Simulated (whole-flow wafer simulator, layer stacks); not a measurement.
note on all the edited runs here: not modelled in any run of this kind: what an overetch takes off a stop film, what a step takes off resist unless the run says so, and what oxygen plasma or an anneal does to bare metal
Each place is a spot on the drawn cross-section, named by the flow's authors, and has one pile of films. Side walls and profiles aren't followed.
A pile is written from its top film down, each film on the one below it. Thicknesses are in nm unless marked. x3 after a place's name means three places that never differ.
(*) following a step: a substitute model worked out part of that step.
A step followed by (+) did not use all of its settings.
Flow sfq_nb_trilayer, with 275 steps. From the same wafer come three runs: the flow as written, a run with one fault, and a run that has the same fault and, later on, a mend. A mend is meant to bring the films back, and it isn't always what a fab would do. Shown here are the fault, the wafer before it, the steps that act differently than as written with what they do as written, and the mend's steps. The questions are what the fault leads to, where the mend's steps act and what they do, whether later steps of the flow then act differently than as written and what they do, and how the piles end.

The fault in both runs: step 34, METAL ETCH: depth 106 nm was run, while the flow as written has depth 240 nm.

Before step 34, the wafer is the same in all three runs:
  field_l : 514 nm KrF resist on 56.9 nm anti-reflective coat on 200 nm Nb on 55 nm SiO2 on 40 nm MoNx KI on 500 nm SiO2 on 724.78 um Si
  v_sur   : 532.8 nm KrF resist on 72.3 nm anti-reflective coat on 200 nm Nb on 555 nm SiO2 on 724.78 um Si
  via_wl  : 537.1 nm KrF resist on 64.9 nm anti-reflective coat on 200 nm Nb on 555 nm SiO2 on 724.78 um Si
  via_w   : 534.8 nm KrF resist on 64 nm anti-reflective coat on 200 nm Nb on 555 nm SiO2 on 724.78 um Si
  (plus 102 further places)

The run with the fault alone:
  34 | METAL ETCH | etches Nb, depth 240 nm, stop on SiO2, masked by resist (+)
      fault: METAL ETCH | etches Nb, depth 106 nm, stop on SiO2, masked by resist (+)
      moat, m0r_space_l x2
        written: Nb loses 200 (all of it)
        fault: Nb loses 106
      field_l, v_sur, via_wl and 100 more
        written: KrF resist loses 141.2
        fault: KrF resist loses 62.4
  Steps later in the flow that act otherwise than as written:
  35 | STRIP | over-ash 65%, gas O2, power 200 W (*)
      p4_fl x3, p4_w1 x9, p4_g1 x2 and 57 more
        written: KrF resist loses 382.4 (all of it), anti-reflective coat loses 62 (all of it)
        fault: KrF resist loses 461.2 (all of it), anti-reflective coat loses 62 (all of it)
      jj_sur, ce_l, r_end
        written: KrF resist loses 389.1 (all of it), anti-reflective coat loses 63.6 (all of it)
        fault: KrF resist loses 467.9 (all of it), anti-reflective coat loses 63.6 (all of it)
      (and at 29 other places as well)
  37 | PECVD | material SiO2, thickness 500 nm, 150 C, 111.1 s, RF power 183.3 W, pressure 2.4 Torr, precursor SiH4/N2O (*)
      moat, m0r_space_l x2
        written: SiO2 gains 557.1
        fault: SiO2 gains 500 (new film)
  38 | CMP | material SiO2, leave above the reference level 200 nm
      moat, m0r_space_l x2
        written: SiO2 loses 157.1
        fault: SiO2 loses 194
  By the end, the piles at moat, m0r_space_l x2 depart from the flow's by more than 2% or 0.5 nm, whichever is larger.
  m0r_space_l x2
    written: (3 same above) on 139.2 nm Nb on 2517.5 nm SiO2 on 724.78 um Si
    fault: (3 same above) on 139.2 nm Nb on 1868.5 nm SiO2 on 94 nm Nb on 555 nm SiO2 on 724.78 um Si
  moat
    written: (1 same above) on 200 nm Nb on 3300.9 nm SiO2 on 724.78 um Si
    fault: (1 same above) on 200 nm Nb on 2651.9 nm SiO2 on 94 nm Nb on 555 nm SiO2 on 724.78 um Si

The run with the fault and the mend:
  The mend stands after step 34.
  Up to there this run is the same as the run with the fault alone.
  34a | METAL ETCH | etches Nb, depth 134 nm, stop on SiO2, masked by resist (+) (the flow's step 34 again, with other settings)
      field_l, v_sur, via_wl and 100 more
        KrF resist loses 78.8
      moat, m0r_space_l x2
        Nb loses 94 (all of it)
  Later steps of the flow that are run all act as written at every place that is followed.
  The piles end the same as the flow's at every place that both follow.
